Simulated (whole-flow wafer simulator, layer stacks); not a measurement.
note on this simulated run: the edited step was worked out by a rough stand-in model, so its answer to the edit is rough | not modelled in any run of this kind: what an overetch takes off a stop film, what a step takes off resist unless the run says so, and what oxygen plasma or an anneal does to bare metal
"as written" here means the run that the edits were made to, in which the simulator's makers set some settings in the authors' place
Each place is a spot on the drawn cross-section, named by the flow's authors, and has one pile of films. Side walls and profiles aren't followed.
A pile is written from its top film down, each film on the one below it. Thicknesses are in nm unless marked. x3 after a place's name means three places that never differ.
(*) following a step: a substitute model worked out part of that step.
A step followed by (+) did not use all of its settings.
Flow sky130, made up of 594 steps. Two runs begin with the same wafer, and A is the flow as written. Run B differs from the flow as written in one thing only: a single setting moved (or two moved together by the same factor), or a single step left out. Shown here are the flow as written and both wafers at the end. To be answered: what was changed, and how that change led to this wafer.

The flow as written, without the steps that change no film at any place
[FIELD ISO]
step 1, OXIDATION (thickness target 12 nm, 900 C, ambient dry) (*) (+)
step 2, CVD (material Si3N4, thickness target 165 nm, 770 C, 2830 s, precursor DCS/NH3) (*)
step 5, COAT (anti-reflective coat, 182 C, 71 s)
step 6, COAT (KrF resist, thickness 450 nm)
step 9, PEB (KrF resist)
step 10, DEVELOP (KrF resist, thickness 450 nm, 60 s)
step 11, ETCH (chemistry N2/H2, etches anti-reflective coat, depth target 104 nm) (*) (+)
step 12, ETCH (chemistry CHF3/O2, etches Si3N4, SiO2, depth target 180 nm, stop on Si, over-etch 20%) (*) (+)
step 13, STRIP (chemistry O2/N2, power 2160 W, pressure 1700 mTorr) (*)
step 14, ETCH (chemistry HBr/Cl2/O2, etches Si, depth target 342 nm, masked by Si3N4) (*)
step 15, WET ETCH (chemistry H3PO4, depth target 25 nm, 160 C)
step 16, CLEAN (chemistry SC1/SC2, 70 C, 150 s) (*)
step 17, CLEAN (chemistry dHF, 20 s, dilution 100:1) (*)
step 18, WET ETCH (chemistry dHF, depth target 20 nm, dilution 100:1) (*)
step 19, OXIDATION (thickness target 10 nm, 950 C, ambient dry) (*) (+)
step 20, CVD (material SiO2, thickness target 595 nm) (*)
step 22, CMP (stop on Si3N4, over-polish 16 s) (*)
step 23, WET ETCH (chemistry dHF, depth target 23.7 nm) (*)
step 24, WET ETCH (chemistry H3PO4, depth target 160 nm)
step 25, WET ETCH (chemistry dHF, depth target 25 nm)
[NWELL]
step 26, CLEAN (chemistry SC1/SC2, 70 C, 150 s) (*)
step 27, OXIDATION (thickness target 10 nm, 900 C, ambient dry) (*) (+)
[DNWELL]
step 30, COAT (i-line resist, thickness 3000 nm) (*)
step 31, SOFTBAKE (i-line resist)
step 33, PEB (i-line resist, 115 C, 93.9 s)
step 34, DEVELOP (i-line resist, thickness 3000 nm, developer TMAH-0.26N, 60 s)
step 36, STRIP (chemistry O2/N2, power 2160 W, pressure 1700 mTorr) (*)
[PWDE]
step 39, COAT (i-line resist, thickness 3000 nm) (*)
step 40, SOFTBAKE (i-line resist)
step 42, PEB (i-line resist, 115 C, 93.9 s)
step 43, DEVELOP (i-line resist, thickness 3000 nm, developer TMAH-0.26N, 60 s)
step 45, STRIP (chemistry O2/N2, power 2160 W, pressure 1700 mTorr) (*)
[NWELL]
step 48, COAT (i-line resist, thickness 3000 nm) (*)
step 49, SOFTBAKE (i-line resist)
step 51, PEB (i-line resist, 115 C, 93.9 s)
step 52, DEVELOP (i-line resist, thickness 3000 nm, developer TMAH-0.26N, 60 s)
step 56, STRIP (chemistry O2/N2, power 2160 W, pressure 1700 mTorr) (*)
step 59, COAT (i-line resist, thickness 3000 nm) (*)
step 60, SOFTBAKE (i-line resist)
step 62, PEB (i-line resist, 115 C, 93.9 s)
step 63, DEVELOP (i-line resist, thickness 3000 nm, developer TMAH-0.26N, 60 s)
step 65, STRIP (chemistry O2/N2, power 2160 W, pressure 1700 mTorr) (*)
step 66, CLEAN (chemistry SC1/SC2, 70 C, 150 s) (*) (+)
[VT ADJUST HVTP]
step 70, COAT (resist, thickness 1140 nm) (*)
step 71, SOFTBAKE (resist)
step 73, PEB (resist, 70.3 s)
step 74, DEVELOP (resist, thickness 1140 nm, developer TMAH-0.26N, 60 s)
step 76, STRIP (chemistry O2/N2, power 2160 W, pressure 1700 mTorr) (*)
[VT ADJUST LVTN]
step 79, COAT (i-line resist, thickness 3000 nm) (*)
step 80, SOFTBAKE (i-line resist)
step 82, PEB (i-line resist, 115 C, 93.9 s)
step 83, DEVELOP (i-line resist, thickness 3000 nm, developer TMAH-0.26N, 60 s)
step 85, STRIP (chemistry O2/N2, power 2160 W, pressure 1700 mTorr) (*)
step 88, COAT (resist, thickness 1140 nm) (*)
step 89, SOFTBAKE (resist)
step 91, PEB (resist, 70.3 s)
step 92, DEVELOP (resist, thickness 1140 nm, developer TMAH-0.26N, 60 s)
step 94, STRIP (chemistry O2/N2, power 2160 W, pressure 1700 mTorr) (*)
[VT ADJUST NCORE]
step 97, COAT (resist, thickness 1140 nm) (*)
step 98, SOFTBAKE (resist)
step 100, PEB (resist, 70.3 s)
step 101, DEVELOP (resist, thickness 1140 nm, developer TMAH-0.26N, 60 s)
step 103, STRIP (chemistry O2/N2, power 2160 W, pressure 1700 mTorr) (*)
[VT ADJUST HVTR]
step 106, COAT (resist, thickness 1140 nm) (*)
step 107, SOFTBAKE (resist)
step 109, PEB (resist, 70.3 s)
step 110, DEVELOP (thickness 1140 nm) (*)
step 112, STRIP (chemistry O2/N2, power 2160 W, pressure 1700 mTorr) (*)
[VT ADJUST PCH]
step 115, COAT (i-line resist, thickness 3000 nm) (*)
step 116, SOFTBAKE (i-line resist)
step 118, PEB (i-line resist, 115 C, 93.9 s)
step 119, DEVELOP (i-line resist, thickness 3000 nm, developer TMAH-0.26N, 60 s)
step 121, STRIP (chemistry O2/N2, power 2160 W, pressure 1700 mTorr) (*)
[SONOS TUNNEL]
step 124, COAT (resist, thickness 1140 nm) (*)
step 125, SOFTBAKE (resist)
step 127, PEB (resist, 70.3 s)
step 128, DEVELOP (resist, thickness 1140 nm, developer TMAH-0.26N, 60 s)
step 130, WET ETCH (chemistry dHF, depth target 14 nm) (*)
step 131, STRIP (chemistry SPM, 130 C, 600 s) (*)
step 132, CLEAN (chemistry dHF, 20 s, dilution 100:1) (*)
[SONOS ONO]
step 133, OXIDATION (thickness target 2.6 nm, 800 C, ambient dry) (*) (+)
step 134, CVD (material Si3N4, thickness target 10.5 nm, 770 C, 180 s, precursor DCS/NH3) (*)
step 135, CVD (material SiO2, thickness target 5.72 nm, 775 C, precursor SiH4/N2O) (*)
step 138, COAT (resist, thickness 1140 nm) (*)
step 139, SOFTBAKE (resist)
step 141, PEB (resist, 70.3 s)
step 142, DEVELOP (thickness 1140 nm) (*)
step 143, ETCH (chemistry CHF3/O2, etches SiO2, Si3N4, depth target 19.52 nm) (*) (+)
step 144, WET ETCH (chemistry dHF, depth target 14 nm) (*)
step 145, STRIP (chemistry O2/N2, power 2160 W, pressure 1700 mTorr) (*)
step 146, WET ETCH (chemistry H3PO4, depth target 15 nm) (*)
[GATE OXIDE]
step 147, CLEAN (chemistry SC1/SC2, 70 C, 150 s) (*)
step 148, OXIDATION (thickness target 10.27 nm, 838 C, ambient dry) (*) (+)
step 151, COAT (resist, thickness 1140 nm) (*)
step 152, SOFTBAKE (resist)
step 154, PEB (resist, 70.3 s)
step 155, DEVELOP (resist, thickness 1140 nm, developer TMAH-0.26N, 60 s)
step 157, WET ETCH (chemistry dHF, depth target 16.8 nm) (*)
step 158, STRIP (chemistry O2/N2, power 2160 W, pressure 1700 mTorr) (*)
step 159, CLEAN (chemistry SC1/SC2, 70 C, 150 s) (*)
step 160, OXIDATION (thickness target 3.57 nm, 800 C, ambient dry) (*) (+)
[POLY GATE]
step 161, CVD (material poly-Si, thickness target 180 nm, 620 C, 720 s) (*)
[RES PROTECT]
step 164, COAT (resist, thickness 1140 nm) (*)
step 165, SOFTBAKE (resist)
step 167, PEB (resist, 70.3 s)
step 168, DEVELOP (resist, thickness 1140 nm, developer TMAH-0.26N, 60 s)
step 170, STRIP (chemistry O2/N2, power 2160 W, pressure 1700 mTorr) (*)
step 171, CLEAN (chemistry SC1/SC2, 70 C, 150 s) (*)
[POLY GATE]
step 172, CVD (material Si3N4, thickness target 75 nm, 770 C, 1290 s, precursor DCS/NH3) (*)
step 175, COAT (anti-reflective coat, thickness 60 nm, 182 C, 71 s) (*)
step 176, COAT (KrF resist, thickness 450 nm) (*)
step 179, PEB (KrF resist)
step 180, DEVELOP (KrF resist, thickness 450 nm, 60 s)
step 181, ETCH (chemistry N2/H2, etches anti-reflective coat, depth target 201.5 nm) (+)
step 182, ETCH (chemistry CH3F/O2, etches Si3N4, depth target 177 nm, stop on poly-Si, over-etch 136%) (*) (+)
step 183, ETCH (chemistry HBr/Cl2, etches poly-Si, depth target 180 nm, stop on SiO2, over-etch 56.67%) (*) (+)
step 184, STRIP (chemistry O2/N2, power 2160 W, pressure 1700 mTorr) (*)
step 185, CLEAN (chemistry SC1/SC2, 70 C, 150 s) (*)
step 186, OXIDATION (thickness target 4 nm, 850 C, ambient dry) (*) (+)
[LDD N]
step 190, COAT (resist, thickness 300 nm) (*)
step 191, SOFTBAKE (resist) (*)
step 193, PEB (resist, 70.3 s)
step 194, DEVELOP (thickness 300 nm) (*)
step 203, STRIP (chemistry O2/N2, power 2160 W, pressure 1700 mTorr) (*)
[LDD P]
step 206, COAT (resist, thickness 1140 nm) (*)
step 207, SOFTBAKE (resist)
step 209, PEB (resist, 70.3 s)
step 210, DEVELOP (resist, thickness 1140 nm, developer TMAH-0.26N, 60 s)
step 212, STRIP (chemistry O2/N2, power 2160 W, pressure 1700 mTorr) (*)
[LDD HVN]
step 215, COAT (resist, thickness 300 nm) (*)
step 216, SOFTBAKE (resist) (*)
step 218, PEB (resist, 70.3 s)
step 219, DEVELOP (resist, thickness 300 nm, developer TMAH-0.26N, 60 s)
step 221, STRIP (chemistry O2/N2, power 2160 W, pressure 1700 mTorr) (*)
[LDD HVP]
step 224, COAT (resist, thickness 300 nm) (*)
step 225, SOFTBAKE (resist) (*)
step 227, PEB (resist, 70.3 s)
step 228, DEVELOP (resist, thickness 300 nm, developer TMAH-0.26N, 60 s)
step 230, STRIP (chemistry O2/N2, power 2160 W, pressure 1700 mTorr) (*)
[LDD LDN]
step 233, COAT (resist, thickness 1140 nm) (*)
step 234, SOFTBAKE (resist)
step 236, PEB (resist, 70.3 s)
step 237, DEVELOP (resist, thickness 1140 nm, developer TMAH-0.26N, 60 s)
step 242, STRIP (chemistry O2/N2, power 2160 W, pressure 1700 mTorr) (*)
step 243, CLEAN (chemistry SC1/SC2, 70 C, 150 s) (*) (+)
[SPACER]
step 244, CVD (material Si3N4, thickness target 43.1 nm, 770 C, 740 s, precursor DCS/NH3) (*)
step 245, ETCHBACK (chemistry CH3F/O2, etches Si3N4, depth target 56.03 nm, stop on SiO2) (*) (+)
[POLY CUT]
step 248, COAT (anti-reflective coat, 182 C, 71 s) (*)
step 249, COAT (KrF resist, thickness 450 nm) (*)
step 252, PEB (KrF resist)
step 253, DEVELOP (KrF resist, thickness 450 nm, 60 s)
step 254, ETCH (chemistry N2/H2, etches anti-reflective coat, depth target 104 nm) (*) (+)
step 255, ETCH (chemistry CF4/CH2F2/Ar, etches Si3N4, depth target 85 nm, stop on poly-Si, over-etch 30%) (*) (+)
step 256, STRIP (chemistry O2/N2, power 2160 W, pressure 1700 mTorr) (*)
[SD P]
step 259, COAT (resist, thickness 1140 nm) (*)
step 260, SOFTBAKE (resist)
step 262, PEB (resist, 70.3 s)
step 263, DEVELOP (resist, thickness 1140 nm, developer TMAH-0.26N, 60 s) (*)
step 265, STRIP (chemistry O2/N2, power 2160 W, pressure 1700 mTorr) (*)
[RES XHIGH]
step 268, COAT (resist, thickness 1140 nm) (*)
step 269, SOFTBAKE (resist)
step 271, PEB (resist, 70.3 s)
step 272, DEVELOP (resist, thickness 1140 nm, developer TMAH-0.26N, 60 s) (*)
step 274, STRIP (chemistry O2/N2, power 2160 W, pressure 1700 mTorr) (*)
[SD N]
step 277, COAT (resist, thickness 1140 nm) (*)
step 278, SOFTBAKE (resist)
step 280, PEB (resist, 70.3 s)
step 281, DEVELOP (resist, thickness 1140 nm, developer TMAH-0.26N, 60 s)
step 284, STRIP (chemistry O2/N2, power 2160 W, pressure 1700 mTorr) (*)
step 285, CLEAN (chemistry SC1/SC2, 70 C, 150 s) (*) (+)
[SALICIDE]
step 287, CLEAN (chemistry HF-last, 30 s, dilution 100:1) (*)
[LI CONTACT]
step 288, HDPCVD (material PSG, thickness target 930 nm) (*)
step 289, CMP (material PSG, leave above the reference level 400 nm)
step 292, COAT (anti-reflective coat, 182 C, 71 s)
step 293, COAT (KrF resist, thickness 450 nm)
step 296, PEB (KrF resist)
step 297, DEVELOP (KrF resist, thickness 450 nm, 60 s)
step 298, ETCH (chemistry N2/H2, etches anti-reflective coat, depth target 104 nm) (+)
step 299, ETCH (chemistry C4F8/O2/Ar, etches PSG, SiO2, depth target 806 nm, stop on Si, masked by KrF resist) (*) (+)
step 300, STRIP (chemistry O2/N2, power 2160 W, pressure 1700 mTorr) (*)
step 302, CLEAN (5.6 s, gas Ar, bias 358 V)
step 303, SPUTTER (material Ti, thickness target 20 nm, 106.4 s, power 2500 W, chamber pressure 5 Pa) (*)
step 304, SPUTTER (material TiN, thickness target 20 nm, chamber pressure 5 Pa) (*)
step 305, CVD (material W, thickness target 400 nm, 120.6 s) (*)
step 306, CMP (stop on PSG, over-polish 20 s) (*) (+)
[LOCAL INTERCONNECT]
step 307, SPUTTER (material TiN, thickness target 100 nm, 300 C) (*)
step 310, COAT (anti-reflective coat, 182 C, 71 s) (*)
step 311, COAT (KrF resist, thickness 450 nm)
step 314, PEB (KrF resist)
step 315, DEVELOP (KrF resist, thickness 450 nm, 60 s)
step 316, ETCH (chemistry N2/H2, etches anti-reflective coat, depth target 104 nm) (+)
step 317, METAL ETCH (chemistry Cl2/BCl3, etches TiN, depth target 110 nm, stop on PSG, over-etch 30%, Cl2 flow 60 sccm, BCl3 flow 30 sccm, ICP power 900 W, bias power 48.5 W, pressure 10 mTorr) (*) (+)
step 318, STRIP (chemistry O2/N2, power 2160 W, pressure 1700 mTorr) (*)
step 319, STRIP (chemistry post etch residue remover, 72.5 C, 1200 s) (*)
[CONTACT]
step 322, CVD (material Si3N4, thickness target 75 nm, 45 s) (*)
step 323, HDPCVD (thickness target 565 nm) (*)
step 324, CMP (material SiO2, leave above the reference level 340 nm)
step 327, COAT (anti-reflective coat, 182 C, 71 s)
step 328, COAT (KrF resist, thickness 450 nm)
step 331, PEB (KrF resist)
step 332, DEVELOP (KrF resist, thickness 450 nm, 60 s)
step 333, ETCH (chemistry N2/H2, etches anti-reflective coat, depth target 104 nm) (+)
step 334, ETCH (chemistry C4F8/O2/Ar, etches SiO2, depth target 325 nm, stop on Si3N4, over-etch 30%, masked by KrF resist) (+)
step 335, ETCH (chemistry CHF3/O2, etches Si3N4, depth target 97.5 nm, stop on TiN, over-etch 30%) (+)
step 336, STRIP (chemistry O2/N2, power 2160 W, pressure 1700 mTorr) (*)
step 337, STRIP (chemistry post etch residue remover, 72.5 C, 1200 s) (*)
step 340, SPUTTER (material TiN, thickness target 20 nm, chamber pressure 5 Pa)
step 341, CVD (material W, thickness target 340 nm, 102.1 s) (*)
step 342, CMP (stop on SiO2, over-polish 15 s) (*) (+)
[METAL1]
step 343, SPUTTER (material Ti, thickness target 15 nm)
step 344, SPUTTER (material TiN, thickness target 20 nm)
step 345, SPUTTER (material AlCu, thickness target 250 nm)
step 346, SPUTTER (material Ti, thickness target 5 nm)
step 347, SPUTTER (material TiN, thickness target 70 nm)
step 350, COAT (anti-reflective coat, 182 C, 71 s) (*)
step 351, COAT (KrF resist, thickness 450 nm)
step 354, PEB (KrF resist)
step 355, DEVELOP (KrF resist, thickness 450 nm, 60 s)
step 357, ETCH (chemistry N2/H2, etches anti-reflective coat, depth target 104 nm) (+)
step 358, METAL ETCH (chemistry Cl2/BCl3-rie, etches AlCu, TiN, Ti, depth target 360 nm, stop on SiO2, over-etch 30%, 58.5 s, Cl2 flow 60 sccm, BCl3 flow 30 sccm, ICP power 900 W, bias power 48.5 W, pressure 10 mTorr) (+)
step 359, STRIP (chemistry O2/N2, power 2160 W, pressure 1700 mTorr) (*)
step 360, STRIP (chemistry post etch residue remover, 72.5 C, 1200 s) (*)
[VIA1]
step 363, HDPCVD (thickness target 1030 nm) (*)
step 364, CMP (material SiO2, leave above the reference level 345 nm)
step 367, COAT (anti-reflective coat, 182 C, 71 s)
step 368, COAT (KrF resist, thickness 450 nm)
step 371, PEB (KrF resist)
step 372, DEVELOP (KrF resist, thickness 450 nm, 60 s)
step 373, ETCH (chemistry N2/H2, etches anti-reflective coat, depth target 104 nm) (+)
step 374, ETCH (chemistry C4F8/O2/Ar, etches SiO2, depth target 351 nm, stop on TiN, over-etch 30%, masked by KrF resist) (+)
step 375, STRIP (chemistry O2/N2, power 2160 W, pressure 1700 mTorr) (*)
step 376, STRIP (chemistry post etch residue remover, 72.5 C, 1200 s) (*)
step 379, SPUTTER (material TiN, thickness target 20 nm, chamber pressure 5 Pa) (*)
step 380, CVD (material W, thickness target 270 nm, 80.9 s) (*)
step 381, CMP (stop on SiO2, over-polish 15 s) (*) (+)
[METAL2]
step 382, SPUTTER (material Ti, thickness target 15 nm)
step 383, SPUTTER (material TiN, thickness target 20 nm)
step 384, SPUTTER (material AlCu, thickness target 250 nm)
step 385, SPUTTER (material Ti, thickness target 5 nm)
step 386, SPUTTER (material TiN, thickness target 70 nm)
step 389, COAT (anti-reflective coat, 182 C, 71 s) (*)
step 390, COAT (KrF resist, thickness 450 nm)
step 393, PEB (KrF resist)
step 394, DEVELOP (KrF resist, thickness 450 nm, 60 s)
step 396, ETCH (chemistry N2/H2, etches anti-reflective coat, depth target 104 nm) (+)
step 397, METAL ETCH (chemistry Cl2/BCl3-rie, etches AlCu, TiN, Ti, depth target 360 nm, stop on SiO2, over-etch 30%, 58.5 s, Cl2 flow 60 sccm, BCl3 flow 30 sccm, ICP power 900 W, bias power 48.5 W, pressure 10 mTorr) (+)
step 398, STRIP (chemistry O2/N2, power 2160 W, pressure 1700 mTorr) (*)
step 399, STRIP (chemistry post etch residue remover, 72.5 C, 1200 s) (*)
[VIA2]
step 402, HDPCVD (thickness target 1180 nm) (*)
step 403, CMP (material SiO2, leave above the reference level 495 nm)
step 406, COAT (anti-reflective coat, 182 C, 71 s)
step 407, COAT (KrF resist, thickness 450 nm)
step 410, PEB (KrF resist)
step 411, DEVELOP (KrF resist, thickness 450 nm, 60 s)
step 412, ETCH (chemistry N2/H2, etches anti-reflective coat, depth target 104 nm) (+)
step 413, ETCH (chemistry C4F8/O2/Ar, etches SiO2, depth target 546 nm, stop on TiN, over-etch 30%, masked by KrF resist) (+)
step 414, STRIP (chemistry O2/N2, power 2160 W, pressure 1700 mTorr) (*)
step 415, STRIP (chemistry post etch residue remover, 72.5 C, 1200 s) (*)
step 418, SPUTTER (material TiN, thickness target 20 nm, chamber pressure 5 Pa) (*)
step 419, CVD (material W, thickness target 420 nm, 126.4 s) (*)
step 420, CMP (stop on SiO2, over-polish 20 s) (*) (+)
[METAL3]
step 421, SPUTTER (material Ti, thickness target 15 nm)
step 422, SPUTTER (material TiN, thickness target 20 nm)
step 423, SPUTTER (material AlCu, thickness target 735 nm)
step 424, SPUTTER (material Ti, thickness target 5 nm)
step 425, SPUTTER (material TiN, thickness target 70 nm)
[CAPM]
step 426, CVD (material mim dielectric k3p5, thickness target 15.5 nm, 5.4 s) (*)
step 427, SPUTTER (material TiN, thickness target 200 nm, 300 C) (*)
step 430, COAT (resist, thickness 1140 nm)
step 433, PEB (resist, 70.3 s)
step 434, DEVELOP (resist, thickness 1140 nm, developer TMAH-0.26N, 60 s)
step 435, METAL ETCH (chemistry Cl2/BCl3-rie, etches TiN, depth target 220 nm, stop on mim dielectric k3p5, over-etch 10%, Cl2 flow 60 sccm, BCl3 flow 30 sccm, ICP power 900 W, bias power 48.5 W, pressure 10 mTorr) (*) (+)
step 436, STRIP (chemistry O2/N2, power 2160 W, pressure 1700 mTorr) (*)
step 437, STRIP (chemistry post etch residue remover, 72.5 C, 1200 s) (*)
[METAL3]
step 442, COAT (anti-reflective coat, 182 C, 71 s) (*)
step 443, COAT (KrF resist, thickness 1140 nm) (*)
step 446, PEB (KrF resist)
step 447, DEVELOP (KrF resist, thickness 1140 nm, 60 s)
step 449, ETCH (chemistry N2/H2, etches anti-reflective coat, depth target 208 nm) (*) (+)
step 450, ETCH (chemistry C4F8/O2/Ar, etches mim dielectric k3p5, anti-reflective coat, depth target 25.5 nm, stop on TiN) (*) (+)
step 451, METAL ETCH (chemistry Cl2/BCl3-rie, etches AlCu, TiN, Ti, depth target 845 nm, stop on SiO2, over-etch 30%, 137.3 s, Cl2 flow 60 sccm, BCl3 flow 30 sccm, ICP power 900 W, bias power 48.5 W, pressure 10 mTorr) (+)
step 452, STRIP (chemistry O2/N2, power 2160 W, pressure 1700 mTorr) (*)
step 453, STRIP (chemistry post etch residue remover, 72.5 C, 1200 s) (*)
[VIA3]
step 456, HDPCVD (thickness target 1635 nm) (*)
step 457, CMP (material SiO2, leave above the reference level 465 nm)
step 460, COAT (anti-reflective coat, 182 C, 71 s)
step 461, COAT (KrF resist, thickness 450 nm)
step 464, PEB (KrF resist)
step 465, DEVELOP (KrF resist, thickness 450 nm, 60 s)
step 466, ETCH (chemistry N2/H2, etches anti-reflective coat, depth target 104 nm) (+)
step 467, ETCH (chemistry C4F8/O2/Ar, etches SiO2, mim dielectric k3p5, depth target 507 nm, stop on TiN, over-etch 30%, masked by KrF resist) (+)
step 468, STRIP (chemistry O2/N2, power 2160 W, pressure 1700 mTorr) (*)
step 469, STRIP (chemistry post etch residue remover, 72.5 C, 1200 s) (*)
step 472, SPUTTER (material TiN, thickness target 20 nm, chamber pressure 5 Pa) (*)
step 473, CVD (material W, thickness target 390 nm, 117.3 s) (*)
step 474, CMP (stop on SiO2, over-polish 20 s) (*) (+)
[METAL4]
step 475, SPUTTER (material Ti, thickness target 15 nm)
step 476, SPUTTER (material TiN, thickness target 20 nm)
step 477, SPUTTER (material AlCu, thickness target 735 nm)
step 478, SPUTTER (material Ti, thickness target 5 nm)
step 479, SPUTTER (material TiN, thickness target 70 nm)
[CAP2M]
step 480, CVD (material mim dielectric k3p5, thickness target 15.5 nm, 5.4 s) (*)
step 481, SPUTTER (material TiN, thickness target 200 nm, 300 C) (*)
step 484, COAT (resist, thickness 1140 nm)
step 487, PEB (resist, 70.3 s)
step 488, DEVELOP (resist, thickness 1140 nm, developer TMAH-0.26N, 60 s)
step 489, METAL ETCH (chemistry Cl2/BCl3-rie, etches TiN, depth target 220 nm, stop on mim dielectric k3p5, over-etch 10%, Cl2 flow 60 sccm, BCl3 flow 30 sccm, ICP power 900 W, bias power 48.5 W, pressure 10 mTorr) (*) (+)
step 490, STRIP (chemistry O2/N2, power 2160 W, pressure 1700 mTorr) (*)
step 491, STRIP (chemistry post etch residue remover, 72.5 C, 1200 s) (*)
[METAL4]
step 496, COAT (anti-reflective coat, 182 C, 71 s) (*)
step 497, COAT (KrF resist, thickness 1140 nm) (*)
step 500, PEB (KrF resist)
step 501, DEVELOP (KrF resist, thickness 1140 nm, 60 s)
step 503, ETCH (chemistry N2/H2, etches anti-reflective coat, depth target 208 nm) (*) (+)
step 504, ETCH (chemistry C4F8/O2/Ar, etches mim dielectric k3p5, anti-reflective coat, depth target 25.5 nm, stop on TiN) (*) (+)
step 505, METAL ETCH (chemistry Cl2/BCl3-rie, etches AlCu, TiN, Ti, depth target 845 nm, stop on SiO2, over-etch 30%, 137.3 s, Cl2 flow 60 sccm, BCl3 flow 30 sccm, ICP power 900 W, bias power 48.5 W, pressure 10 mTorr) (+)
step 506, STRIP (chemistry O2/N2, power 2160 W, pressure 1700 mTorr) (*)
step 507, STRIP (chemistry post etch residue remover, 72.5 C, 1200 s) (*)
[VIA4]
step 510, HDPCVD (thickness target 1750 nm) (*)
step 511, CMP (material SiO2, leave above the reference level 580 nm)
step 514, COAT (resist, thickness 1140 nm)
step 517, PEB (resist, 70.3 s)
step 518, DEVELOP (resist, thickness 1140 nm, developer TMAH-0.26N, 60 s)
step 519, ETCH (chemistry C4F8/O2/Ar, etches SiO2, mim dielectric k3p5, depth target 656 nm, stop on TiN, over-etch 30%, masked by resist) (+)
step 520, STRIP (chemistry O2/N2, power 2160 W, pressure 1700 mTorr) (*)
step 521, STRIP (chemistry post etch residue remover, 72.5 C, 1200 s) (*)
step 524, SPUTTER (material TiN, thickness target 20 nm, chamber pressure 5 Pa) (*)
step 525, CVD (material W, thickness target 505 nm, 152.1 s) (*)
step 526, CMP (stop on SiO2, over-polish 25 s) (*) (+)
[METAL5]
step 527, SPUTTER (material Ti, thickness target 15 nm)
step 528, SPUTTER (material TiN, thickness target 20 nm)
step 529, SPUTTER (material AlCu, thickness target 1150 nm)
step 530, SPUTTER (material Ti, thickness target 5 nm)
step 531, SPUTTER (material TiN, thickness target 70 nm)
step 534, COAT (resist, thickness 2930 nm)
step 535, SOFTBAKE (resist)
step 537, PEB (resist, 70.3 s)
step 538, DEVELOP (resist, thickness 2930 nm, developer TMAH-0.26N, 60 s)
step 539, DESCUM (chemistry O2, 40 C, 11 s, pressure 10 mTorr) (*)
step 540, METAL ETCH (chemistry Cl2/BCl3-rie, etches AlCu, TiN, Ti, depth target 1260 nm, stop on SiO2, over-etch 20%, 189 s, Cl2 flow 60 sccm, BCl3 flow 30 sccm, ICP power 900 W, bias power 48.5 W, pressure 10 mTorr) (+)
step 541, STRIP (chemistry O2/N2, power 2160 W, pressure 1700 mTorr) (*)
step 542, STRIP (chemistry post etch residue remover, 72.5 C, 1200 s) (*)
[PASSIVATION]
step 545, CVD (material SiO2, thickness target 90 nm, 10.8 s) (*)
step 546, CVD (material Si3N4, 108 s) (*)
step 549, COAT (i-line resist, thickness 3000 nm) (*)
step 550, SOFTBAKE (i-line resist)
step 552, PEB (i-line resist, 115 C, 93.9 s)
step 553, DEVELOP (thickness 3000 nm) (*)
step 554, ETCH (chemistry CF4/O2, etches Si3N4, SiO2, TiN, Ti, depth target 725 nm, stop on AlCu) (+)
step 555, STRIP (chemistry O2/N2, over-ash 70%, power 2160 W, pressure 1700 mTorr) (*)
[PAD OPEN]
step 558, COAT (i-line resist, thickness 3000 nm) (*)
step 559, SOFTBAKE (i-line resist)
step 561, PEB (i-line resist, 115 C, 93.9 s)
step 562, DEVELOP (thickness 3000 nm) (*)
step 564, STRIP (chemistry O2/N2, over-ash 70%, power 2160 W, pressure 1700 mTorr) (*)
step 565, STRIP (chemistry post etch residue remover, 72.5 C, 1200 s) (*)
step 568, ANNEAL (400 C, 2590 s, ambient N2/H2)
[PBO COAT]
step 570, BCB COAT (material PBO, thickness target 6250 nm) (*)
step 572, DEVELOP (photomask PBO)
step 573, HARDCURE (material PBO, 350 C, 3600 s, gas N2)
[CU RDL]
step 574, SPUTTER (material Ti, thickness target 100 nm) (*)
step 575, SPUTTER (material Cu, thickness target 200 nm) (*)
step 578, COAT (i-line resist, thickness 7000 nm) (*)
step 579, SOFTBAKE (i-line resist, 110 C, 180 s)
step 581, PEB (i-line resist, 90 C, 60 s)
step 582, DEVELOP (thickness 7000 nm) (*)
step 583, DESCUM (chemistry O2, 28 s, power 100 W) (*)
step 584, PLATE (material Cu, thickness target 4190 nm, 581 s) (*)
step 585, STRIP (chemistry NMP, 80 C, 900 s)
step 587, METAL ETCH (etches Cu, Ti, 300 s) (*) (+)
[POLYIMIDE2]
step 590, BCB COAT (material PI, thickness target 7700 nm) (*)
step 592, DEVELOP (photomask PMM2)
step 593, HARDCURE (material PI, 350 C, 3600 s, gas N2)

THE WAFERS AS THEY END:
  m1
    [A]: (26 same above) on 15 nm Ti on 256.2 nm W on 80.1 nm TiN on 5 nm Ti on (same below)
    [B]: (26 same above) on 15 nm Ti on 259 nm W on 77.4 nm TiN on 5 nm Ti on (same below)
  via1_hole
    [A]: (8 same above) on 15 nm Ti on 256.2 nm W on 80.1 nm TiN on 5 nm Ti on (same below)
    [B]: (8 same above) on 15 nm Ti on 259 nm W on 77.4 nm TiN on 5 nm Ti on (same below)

Cause: step 379, SPUTTER: thickness target 15 nm was run, whereas the flow has thickness target 20 nm.

The path from the change to this, step by step:
  step 379, SPUTTER (material TiN, thickness target 20 nm, chamber pressure 5 Pa) (*)
      field, active, n_well and 186 more: A TiN gains 20 (new film) | B TiN gains 15 (new film)
      m1: A TiN gains 11 | B TiN gains 8.24
      (and at 1 other place as well)
  step 381, CMP (stop on SiO2, over-polish 15 s) (*) (+)
      field, active, n_well and 186 more: A W loses 270 (all of it), TiN loses 20 (all of it), SiO2 loses 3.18 | B W loses 270 (all of it), TiN loses 15 (all of it), SiO2 loses 3.18
